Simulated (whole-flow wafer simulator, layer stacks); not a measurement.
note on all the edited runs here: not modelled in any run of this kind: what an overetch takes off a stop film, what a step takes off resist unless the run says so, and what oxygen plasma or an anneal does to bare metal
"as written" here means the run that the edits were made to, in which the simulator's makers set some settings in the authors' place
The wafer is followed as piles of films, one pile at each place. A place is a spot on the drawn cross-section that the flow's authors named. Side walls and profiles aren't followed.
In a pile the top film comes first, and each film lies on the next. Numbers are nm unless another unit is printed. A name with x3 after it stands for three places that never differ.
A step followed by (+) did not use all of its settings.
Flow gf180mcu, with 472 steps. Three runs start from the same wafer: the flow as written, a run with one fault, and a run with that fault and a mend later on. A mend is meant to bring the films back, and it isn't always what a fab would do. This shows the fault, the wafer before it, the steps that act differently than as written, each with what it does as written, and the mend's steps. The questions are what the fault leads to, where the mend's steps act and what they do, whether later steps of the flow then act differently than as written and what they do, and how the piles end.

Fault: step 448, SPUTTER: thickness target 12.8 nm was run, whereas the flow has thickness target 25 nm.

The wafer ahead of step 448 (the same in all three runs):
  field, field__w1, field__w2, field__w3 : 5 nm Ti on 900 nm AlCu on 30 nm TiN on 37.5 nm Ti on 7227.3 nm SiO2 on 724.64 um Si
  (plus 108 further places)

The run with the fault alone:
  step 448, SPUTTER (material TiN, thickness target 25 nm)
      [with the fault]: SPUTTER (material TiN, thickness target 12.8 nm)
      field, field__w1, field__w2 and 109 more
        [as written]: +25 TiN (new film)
        [with the fault]: +12.8 TiN (new film)
  Later steps of the flow acting differently than as written (5 more steps, not shown, differ only slightly: by at most 2% or 0.5 nm, whichever is larger):
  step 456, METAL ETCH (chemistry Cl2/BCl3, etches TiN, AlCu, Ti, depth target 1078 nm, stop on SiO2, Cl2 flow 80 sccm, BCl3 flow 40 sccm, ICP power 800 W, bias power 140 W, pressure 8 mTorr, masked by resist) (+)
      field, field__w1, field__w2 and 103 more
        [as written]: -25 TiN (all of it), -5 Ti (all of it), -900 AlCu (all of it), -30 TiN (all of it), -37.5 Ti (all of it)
        [with the fault]: -12.8 TiN (all of it), -5 Ti (all of it), -900 AlCu (all of it), -30 TiN (all of it), -37.5 Ti (all of it)
  At field__w8, contact, m1, m1__w1, pad, m1_nw, the piles at the end differ from the flow's by more than 2% or 0.5 nm, whichever is larger.
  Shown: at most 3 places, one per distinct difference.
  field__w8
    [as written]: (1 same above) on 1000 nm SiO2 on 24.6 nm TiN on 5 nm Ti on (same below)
    [with the fault]: (1 same above) on 1000 nm SiO2 on 12.4 nm TiN on 5 nm Ti on (same below)
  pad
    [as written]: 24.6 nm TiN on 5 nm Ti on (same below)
    [with the fault]: 12.4 nm TiN on 5 nm Ti on (same below)

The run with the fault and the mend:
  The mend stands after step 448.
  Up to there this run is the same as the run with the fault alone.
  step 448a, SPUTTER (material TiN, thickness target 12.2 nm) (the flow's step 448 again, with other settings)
      field, field__w1, field__w2 and 109 more
        +12.2 TiN
  Every later step of the flow that is run acts as written at every place that is followed.
  At every place that both follow, the piles at the end match the flow's.
